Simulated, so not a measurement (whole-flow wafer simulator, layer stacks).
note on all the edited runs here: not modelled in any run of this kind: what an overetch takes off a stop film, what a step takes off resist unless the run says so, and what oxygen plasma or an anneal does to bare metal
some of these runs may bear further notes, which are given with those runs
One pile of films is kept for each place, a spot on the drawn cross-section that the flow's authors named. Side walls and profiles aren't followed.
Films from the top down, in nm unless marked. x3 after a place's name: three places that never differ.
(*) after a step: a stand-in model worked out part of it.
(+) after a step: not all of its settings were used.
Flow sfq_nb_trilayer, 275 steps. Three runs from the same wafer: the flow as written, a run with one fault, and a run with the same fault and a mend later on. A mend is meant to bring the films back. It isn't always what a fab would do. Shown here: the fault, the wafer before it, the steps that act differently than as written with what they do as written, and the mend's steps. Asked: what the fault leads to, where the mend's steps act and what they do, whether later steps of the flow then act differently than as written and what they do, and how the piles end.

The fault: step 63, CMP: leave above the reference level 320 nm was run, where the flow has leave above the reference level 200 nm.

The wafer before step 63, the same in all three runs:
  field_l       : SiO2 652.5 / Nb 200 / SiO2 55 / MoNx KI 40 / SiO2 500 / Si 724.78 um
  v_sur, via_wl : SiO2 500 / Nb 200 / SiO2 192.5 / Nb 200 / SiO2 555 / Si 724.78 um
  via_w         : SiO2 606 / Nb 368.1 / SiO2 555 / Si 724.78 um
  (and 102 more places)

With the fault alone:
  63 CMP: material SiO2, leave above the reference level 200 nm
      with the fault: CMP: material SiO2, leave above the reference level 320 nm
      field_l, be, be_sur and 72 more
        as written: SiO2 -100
        with the fault: nothing
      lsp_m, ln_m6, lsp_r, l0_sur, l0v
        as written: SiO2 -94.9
        with the fault: nothing
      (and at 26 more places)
  Later steps of the flow that act differently than as written (5 more steps differ only slightly, by at most 2% or 0.5 nm, whichever is larger, and aren't shown):
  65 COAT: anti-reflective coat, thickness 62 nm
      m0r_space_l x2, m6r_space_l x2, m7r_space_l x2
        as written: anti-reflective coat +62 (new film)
        with the fault: anti-reflective coat +65 (new film)
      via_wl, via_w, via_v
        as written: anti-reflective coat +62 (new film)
        with the fault: anti-reflective coat +60.4 (new film)
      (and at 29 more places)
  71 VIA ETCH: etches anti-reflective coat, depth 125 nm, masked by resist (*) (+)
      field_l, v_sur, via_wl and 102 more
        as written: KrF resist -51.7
        with the fault: KrF resist -50.4
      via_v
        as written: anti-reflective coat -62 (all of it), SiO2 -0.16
        with the fault: anti-reflective coat -60.4 (all of it), SiO2 -0.15
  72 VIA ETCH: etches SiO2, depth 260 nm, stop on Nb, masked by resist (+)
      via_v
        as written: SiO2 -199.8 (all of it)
        with the fault: SiO2 -260
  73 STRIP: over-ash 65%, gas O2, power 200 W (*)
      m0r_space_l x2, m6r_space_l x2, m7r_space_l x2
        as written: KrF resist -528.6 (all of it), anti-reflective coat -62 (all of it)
        with the fault: KrF resist -531.8 (all of it), anti-reflective coat -65 (all of it)
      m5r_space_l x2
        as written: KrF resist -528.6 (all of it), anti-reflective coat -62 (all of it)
        with the fault: KrF resist -531.8 (all of it), anti-reflective coat -63.8 (all of it)
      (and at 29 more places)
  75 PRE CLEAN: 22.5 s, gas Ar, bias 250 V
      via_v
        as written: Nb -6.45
        with the fault: SiO2 -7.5
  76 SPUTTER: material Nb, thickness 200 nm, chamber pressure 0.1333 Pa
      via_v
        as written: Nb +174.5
        with the fault: Nb +163.1 (new film)
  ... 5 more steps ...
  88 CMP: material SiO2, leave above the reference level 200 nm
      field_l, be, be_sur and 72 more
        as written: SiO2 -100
        with the fault: SiO2 -80
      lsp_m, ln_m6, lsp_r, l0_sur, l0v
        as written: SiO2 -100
        with the fault: SiO2 -74.9
  At the end the piles differ from the flow's by more than 2% or 0.5 nm, whichever is larger, at field_l, v_sur, via_wl and 103 more.
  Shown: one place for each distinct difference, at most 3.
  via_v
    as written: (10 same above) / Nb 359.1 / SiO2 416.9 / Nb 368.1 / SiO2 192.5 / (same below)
    with the fault: (10 same above) / Nb 359.1 / SiO2 489.6 / Nb 163.1 / SiO2 52.3 / Nb 200 / SiO2 192.5 / (same below)
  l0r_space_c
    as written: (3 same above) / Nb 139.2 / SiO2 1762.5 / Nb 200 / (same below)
    with the fault: (3 same above) / Nb 139.2 / SiO2 1882.5 / Nb 200 / (same below)
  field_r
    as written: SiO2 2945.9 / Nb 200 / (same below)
    with the fault: SiO2 3065.9 / Nb 200 / (same below)

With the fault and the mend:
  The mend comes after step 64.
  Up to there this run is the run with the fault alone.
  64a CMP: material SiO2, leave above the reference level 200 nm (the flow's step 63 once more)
      field_l, be, be_sur and 72 more
        SiO2 -100
      v_sur, via_wl, via_w and 23 more
        SiO2 -120
      lsp_m, ln_m6, lsp_r, l0_sur, l0v
        SiO2 -94.9
  No later step of the flow acts differently than as written at any place that is followed.
  At the end the piles are the same as the flow's at every place that both follow.
